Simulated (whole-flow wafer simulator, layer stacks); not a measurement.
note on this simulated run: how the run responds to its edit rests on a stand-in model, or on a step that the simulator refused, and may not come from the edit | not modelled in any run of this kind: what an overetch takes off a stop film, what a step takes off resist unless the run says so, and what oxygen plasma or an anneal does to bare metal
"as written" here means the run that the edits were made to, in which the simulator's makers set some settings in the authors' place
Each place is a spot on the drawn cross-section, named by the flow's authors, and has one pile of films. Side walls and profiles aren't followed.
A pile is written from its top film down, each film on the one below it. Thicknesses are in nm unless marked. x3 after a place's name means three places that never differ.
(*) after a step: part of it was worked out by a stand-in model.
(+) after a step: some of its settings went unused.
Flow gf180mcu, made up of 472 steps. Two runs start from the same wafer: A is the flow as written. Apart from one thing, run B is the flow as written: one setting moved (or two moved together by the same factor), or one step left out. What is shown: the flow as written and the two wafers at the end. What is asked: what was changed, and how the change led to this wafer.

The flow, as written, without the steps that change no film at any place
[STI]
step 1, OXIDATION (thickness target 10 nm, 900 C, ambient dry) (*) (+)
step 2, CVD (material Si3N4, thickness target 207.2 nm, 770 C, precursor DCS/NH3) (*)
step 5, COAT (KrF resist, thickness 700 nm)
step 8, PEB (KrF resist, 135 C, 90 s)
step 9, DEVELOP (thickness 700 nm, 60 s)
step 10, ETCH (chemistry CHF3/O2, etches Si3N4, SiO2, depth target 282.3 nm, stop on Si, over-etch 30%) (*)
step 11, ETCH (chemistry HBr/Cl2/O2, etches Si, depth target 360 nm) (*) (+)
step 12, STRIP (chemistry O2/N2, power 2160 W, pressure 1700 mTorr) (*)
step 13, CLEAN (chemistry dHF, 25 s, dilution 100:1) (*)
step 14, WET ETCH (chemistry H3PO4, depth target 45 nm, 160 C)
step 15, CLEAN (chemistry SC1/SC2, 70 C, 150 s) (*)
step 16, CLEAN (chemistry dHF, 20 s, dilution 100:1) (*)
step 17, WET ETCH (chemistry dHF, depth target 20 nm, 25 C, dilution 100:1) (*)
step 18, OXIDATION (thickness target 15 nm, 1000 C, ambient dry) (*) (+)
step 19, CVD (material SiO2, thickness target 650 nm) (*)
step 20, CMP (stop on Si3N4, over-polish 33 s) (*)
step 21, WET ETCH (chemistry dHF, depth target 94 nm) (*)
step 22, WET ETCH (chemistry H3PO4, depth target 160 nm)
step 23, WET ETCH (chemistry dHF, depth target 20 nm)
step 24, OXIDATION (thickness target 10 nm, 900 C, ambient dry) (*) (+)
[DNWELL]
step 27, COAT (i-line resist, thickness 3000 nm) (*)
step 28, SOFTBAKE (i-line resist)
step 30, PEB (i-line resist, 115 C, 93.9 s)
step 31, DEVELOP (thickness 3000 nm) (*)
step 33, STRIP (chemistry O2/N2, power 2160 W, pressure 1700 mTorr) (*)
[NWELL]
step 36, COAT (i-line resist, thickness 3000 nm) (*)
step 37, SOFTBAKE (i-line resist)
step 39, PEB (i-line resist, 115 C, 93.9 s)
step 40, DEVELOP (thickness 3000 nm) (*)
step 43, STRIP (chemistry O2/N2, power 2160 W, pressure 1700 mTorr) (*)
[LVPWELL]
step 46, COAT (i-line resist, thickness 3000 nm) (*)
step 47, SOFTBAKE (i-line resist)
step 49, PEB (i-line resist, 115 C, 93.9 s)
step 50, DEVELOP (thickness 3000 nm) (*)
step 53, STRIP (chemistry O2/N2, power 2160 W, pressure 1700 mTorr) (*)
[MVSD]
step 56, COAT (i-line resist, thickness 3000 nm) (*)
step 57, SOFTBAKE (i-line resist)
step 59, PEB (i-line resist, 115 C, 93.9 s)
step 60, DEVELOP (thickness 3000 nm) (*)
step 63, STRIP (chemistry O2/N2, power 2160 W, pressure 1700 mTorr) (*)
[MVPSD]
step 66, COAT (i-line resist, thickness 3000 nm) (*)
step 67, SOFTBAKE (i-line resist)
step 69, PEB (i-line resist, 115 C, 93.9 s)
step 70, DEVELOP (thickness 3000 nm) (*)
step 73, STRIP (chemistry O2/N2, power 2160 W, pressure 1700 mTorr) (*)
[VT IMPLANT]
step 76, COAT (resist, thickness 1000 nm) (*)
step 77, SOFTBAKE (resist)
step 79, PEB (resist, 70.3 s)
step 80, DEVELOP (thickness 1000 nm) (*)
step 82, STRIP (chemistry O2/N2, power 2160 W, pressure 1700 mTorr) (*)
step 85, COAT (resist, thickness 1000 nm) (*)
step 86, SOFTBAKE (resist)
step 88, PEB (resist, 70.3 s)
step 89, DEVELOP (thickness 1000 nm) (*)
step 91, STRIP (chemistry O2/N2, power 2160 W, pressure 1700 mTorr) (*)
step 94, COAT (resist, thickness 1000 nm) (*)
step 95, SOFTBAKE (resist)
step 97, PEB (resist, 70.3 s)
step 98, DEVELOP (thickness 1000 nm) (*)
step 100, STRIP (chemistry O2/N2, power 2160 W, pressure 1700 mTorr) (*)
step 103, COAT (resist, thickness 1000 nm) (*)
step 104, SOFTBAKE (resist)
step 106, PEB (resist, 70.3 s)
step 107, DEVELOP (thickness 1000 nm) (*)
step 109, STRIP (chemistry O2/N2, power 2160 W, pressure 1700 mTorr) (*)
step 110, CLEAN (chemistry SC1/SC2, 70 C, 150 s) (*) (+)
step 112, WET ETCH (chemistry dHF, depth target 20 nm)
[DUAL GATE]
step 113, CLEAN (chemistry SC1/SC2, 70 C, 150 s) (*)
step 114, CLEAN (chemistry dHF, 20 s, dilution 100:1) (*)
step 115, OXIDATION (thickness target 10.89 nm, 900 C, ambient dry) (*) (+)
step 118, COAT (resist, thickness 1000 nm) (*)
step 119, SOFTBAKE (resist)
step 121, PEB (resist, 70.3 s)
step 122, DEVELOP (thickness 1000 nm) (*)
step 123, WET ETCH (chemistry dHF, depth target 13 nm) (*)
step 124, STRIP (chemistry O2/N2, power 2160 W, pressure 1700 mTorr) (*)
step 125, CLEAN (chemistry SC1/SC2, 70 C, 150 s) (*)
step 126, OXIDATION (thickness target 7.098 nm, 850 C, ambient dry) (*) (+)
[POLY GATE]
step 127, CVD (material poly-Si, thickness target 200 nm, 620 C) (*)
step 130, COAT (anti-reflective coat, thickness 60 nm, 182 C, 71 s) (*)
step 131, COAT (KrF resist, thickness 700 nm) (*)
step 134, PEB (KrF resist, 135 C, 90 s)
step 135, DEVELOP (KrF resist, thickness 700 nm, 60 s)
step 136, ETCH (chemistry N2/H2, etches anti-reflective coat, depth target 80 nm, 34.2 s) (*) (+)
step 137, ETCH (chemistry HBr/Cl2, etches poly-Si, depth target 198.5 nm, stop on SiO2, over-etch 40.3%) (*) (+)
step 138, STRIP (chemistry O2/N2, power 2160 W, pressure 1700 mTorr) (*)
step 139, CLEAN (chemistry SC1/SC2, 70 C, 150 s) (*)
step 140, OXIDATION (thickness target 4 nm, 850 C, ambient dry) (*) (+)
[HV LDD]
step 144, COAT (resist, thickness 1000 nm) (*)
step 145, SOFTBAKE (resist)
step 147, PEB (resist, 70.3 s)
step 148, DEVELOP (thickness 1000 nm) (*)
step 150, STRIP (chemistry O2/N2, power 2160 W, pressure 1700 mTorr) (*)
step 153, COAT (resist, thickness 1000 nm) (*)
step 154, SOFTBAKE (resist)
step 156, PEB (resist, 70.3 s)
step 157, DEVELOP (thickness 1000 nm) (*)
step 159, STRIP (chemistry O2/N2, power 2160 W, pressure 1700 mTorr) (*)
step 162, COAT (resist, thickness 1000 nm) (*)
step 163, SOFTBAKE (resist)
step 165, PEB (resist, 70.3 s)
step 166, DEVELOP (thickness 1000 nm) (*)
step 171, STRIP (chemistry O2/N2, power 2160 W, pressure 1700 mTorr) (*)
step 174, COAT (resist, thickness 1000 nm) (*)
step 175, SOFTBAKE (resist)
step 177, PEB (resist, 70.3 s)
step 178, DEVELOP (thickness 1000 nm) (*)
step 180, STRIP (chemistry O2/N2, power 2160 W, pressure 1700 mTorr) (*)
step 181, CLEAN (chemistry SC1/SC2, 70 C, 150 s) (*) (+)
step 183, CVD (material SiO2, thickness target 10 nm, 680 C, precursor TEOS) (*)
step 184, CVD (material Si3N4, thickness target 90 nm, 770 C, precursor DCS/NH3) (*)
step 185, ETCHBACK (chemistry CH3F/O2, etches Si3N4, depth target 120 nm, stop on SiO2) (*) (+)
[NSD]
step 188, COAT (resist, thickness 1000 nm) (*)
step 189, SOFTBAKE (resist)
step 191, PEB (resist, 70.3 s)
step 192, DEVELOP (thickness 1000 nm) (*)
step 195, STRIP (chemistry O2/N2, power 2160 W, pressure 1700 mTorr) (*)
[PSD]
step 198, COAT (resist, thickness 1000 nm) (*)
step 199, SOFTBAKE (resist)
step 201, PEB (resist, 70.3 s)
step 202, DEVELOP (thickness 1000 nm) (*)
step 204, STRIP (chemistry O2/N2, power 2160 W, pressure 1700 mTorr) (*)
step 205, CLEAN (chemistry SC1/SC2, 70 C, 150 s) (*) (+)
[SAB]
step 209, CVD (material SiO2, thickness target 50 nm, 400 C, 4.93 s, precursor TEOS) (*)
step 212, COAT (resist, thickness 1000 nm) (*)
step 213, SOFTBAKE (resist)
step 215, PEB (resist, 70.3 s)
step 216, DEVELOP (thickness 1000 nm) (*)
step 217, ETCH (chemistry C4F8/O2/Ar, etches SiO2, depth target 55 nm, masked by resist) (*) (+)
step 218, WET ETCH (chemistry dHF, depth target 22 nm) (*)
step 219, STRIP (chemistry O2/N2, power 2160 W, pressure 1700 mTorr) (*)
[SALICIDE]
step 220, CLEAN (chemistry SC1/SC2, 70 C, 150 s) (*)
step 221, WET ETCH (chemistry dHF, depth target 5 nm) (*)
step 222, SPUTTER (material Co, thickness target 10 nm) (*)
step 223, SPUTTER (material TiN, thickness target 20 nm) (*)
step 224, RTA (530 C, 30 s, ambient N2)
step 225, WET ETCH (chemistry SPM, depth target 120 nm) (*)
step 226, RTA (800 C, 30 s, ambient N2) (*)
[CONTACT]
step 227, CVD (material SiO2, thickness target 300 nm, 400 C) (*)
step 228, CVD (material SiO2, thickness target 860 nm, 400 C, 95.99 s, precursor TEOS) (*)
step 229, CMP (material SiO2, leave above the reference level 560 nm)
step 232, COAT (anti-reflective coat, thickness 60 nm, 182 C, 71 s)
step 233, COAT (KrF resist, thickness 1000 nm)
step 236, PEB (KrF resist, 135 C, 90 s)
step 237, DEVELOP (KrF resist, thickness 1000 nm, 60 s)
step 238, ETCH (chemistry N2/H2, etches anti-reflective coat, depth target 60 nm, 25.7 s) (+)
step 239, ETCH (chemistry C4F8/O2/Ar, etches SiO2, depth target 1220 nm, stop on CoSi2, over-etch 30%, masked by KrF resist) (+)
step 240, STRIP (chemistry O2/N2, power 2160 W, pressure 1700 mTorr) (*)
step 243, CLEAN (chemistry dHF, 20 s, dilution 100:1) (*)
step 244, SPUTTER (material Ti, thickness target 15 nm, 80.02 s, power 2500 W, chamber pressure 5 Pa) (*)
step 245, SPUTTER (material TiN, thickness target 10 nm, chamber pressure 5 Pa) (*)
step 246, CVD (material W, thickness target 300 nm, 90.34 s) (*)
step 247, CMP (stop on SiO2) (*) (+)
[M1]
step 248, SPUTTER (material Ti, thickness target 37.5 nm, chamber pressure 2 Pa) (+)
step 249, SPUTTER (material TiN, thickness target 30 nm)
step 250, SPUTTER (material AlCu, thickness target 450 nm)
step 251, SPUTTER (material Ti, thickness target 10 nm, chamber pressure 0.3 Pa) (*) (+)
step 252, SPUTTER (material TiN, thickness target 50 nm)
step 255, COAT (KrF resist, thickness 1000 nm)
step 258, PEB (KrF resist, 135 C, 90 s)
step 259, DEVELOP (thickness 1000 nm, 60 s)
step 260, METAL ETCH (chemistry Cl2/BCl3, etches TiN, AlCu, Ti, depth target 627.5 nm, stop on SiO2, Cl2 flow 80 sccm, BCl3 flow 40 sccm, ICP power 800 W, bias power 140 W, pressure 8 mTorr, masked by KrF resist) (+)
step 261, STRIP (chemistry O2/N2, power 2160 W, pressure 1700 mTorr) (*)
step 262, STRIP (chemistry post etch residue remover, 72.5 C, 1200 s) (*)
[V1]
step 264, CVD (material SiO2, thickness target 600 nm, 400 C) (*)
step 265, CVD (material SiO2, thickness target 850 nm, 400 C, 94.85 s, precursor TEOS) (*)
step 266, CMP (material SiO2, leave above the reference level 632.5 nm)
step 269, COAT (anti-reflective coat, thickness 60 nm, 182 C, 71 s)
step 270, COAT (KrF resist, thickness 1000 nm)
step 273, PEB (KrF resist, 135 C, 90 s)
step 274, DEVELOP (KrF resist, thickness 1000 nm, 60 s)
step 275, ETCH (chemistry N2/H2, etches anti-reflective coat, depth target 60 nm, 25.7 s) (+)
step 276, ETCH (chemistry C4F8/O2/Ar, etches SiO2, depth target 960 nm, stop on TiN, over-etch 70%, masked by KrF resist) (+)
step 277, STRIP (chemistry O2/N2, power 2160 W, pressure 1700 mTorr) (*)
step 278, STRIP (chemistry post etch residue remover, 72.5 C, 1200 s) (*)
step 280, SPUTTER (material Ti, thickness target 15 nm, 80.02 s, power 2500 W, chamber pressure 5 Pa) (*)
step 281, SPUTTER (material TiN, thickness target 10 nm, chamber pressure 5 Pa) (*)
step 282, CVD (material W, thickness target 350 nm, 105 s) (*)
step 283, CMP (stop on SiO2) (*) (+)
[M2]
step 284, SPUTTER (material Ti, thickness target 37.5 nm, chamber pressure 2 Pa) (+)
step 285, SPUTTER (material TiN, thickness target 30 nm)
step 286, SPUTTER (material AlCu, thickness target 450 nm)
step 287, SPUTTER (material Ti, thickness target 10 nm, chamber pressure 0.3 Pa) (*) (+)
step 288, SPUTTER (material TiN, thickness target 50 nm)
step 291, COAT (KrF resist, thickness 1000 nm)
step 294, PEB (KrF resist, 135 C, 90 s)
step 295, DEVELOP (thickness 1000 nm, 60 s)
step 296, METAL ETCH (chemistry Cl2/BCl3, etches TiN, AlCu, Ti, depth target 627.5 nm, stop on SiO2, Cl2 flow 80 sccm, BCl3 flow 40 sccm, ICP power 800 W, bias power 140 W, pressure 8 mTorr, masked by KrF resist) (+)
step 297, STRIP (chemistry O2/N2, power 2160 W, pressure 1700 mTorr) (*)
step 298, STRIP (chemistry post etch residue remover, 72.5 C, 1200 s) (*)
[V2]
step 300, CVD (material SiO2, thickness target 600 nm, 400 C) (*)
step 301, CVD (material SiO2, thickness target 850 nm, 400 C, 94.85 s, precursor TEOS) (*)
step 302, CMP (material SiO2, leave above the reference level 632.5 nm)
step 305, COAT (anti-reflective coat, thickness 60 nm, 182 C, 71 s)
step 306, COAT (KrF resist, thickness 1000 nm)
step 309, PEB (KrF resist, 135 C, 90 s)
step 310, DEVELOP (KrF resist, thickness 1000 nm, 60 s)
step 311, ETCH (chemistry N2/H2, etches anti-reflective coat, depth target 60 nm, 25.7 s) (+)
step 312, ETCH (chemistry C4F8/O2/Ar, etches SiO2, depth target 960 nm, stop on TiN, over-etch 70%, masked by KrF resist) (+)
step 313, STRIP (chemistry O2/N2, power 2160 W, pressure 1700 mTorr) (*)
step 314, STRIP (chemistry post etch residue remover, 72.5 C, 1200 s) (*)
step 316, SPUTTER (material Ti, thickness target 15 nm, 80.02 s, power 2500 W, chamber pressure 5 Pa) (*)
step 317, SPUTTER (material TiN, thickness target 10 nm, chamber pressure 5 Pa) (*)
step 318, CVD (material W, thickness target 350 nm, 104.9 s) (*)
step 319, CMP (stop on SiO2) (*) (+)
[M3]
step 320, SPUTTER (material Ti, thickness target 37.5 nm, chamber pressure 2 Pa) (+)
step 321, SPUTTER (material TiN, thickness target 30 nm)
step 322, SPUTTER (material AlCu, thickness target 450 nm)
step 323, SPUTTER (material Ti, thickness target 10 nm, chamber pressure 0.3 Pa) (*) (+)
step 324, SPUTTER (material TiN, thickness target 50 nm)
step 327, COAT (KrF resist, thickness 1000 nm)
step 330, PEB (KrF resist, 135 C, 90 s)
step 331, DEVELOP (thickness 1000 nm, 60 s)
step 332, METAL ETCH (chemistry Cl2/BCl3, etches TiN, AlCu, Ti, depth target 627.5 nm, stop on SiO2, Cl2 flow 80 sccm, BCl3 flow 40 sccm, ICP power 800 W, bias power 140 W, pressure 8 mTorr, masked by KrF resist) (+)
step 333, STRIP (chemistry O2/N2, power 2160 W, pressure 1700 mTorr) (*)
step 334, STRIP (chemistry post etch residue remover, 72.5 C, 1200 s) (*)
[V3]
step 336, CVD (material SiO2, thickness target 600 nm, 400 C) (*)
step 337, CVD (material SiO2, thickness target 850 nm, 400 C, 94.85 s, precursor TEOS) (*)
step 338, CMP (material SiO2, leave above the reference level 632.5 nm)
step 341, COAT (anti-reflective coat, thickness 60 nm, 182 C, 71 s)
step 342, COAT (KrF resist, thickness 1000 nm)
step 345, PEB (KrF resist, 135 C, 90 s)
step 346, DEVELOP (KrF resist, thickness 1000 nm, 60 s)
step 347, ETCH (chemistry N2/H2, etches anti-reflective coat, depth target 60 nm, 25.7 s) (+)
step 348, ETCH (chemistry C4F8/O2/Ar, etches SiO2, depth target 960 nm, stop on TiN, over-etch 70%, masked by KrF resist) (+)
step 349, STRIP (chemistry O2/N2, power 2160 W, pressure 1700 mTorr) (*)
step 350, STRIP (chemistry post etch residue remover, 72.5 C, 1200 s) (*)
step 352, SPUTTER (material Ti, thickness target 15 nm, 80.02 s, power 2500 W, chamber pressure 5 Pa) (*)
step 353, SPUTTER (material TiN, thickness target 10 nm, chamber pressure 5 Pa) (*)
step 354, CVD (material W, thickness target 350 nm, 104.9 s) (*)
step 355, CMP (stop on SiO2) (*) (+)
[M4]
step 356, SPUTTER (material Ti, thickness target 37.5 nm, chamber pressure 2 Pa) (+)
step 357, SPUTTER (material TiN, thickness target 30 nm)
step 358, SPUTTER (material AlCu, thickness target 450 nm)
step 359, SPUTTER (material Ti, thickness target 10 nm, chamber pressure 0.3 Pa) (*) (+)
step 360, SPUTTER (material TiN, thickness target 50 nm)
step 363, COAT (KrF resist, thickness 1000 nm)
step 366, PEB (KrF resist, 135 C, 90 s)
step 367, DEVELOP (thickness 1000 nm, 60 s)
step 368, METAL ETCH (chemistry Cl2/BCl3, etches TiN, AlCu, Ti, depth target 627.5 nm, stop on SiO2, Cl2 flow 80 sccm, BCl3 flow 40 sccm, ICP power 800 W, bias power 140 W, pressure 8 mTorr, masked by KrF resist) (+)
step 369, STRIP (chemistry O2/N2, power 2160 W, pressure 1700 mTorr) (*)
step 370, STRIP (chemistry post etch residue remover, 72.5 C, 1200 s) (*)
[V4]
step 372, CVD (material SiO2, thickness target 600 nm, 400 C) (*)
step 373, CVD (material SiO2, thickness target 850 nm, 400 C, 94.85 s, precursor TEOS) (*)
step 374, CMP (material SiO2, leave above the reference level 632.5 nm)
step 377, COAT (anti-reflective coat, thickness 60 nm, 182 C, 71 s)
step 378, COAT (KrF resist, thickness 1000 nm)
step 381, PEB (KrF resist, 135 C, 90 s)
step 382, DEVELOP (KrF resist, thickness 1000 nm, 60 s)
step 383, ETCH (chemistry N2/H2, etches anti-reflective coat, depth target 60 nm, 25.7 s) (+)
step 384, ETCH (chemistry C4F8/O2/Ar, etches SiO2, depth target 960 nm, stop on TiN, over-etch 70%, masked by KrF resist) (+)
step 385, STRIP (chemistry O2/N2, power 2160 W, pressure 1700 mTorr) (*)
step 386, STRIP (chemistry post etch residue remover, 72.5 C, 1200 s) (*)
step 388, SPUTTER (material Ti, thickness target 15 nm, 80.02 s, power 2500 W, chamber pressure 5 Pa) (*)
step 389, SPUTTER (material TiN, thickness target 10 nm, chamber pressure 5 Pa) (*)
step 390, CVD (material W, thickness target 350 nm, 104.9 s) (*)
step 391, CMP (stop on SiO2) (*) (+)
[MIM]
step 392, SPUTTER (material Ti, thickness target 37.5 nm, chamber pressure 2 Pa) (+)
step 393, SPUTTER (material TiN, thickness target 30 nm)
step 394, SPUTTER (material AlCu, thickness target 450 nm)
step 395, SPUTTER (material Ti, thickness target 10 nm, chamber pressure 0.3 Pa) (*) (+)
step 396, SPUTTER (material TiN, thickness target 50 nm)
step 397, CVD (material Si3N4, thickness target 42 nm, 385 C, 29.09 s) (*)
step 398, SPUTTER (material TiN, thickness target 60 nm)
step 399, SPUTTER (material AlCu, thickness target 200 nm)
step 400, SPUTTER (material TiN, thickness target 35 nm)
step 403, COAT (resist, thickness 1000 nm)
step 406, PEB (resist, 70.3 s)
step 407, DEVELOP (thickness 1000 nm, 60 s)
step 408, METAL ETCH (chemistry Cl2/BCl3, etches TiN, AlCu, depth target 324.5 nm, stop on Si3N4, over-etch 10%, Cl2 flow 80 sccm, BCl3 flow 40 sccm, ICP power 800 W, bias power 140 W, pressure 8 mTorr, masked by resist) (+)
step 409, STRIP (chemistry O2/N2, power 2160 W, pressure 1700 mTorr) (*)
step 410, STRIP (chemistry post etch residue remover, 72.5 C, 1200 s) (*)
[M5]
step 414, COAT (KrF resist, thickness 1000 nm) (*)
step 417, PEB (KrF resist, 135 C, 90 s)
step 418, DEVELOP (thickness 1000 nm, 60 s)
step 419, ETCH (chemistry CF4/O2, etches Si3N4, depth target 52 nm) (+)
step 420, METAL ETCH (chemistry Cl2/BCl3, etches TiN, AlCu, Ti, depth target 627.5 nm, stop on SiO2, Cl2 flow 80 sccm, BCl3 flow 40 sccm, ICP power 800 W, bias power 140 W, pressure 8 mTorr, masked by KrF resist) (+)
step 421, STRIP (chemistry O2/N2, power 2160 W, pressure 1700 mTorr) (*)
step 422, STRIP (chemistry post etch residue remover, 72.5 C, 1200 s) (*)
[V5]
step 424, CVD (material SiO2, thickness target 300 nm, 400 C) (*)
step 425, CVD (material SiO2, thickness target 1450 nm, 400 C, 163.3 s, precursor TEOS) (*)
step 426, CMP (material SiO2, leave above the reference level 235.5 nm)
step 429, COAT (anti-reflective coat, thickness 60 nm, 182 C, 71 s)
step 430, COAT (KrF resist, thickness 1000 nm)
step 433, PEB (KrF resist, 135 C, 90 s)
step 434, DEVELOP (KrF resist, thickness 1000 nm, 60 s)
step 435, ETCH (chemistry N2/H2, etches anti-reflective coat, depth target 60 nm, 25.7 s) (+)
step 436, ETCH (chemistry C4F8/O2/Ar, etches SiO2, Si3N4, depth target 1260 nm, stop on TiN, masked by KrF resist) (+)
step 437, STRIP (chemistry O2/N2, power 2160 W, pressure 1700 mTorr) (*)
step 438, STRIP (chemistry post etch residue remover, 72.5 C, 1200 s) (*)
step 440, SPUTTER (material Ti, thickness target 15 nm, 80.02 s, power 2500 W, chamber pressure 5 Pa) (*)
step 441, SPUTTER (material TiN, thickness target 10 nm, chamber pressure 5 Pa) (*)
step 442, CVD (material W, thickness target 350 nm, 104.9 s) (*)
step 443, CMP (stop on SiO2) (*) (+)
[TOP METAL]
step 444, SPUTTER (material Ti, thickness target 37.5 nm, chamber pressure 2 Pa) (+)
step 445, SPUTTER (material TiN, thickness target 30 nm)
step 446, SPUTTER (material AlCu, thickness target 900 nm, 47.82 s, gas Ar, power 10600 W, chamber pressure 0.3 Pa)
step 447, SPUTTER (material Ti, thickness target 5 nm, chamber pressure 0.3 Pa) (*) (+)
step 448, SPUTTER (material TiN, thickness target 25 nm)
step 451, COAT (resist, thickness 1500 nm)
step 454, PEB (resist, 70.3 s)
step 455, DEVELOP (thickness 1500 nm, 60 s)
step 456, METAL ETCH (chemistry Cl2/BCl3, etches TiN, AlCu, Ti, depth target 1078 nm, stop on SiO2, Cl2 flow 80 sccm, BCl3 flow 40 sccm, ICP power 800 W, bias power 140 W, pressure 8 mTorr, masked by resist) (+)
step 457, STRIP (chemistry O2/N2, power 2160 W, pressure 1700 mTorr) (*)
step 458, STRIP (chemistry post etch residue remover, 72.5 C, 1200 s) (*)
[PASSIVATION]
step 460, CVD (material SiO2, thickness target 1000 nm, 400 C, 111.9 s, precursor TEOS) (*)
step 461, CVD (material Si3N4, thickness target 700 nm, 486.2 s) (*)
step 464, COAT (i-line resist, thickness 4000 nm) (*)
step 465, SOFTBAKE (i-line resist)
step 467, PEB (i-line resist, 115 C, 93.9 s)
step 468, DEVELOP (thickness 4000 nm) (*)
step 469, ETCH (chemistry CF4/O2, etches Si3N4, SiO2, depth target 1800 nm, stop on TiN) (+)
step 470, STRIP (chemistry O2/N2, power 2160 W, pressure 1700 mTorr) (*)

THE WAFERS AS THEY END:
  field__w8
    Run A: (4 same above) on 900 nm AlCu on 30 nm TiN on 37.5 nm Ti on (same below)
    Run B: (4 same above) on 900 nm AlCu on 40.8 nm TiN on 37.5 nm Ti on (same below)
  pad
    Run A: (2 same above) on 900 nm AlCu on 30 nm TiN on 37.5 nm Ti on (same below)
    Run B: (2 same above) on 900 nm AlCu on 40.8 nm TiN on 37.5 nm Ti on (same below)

The reason: step 445, SPUTTER: thickness target 40.8 nm was run, while the flow as written has thickness target 30 nm.
The wafer lets one read it off: field__w8 has TiN 40.8, and step 445 as written asks for 30 nm.

The path from the change to this, step by step:
  step 445, SPUTTER (material TiN, thickness target 30 nm)
      field, field__w1, field__w2 and 109 more: A TiN gains 30 (new film) | B TiN gains 40.8 (new film)
  step 456, METAL ETCH (chemistry Cl2/BCl3, etches TiN, AlCu, Ti, depth target 1078 nm, stop on SiO2, Cl2 flow 80 sccm, BCl3 flow 40 sccm, ICP power 800 W, bias power 140 W, pressure 8 mTorr, masked by resist) (+)
      field, field__w1, field__w2 and 103 more: A TiN loses 25 (all of it), Ti loses 5 (all of it), AlCu loses 900 (all of it), TiN loses 30 (all of it), Ti loses 37.5 (all of it) | B TiN loses 25 (all of it), Ti loses 5 (all of it), AlCu loses 900 (all of it), TiN loses 40.8 (all of it), Ti loses 37.5 (all of it)
  step 465, SOFTBAKE (i-line resist)
      gate: A i-line resist gains 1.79 | B i-line resist loses 0.28
      field__w11, field__w13: A i-line resist gains 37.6 | B i-line resist gains 31.5
      (as well as at 57 more places)
